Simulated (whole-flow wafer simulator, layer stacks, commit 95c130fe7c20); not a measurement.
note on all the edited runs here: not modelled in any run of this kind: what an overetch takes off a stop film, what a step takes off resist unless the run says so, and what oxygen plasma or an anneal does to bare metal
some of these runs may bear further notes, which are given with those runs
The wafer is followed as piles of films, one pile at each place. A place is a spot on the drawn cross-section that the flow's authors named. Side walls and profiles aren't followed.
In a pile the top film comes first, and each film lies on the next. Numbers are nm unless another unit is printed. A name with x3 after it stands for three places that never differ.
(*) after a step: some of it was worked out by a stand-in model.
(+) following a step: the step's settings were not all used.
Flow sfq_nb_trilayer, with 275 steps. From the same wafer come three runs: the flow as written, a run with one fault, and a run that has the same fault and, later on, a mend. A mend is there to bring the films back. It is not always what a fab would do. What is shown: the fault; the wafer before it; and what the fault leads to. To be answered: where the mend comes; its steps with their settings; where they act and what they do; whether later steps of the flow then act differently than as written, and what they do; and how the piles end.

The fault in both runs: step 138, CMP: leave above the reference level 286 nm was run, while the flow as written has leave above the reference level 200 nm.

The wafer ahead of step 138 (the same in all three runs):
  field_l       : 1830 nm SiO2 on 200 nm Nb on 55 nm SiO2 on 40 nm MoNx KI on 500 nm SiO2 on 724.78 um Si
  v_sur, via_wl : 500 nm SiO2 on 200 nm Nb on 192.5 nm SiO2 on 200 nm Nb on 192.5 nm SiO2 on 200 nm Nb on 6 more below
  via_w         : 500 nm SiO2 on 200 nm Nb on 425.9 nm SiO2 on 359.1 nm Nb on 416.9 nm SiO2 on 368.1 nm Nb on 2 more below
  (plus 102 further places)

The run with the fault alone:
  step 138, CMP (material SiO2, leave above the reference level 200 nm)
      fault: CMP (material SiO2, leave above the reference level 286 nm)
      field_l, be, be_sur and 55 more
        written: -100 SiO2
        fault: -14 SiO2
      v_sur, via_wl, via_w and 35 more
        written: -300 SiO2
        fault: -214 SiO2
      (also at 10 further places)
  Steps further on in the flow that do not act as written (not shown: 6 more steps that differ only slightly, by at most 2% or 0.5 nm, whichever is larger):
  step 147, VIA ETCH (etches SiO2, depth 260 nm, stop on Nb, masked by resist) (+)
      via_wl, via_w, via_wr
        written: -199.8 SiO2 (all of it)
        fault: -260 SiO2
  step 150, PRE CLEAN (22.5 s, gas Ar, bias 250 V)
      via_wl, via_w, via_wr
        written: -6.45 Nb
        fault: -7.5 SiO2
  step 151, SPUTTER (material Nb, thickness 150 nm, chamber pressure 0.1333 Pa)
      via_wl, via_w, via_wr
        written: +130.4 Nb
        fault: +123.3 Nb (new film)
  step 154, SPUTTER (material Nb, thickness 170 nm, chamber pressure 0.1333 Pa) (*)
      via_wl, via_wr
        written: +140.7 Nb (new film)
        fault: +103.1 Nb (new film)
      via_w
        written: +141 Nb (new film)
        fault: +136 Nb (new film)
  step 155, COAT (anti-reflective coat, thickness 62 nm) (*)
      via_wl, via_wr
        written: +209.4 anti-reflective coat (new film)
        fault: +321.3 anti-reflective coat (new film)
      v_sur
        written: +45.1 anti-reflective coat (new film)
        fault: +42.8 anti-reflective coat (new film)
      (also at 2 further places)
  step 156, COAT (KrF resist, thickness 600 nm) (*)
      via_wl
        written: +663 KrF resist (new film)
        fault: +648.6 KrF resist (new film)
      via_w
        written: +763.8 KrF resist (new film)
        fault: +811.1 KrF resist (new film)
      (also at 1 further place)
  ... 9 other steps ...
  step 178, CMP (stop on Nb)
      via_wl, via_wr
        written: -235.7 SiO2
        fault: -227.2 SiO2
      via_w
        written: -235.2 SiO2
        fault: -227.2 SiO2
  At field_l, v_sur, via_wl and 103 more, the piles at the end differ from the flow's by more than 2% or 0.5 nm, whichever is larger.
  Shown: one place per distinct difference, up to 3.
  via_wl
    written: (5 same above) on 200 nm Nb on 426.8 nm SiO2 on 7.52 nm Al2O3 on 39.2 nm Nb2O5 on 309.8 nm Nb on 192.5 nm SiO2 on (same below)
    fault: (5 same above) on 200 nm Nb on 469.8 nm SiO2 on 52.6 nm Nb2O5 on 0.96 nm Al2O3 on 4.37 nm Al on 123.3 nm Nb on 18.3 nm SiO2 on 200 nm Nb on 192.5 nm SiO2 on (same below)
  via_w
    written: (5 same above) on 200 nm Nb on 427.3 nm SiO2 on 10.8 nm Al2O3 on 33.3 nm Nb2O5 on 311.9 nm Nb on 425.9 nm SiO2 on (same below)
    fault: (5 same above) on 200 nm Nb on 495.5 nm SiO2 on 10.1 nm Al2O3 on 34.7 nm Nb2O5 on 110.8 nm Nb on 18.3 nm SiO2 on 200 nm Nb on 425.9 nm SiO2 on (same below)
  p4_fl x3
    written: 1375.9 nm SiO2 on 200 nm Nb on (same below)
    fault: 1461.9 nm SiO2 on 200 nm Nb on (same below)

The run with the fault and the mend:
  The mend follows step 145.
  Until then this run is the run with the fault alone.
  step 145a, STRIP (over-ash 65%, gas O2, power 200 W) (*)
      field_l, v_sur, via_sp and 100 more
        -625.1 KrF resist (all of it), -62 anti-reflective coat (all of it)
      via_wl, via_w, via_wr
        -62 anti-reflective coat (all of it)
  step 145b, CMP (material SiO2, leave above the reference level 200 nm) (a further turn of the flow's step 138)
      field_l, v_sur, via_wl and 103 more
        -86 SiO2
  step 145c, COAT (anti-reflective coat, thickness 62 nm) (a further turn of the flow's step 140)
      field_l, v_sur, via_wl and 103 more
        +62 anti-reflective coat (new film)
  step 145d, COAT (KrF resist, thickness 650 nm) (a further turn of the flow's step 141)
      field_l, v_sur, via_wl and 103 more
        +650 KrF resist (new film)
  step 145e, SOFTBAKE (KrF resist) (a further turn of the flow's step 142)
      leaves every film unchanged at each place that is followed
  step 145f, EXPOSE (photomask I4, dose 11.93 mJ/cm2, NA 0.6, wavelength 248 nm) (*) (a further turn of the flow's step 143)
      leaves every film unchanged at each place that is followed
  step 145g, PEB (KrF resist, 90 s) (a further turn of the flow's step 144)
      field_l, v_sur, via_wl and 103 more
        -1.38 KrF resist
  step 145h, DEVELOP (KrF resist, thickness 650 nm, 60 s) (a further turn of the flow's step 145)
      field_l, v_sur, via_sp and 100 more
        -23.5 KrF resist
      via_wl, via_w, via_wr
        -648.6 KrF resist (all of it)
  Later steps of the flow that are run all act as written at every place that is followed.
  At every place that both follow, the piles at the end match the flow's.
